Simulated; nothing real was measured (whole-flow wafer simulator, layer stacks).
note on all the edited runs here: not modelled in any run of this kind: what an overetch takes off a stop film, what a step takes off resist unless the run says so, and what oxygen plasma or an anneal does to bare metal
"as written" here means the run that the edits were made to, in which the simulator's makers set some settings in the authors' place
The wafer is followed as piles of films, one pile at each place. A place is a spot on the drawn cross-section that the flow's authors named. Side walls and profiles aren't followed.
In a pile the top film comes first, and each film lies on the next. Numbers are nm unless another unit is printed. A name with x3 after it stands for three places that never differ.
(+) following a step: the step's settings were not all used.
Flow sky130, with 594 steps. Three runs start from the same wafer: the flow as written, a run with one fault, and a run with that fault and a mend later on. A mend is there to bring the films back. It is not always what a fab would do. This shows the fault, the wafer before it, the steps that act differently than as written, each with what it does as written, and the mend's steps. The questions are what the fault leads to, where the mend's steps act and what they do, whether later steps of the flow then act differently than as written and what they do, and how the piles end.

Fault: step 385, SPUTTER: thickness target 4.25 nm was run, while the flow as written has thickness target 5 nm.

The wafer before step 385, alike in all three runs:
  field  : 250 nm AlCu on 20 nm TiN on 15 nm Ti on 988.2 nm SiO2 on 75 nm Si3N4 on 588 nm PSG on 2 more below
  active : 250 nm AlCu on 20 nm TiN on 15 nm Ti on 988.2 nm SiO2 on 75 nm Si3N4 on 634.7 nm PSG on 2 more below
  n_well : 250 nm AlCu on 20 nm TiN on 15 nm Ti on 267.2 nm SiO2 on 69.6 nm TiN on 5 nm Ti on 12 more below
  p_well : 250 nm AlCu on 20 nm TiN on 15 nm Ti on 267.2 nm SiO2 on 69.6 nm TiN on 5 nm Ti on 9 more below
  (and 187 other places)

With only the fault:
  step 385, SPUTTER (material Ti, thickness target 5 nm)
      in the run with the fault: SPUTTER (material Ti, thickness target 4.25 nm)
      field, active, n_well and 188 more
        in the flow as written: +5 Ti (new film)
        in the run with the fault: +4.25 Ti (new film)
  Steps further on in the flow that do not act as written (17 more steps, not shown, differ only slightly: by at most 2% or 0.5 nm, whichever is larger):
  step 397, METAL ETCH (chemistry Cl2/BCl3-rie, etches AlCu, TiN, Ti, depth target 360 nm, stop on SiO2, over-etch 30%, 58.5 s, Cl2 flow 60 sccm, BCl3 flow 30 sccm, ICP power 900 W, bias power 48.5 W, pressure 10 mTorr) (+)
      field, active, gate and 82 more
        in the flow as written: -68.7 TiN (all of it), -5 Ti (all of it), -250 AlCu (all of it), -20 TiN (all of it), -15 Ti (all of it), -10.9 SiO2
        in the run with the fault: -68.7 TiN (all of it), -4.25 Ti (all of it), -250 AlCu (all of it), -20 TiN (all of it), -15 Ti (all of it), -11 SiO2
  By the end, the piles at n_well, p_well, gate_hv and 103 more depart from the flow's by more than 2% or 0.5 nm, whichever is larger.
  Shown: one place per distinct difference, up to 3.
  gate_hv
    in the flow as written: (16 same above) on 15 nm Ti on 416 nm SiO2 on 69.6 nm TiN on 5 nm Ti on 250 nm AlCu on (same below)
    in the run with the fault: (16 same above) on 15 nm Ti on 416.8 nm SiO2 on 69.6 nm TiN on 4.25 nm Ti on 250 nm AlCu on (same below)
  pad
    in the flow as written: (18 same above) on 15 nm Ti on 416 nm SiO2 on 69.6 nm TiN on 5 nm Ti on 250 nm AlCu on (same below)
    in the run with the fault: (18 same above) on 15 nm Ti on 416.8 nm SiO2 on 69.6 nm TiN on 4.25 nm Ti on 250 nm AlCu on (same below)
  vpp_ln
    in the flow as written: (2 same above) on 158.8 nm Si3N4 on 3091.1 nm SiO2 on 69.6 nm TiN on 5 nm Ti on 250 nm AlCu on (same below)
    in the run with the fault: (2 same above) on 158.8 nm Si3N4 on 3091.9 nm SiO2 on 69.6 nm TiN on 4.25 nm Ti on 250 nm AlCu on (same below)

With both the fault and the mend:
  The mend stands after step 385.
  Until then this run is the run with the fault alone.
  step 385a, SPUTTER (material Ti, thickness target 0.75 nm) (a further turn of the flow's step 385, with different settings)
      field, active, n_well and 188 more
        +0.75 Ti
  Later steps of the flow that are run all act as written at every place that is followed.
  At every place that both follow, the piles at the end match the flow's.
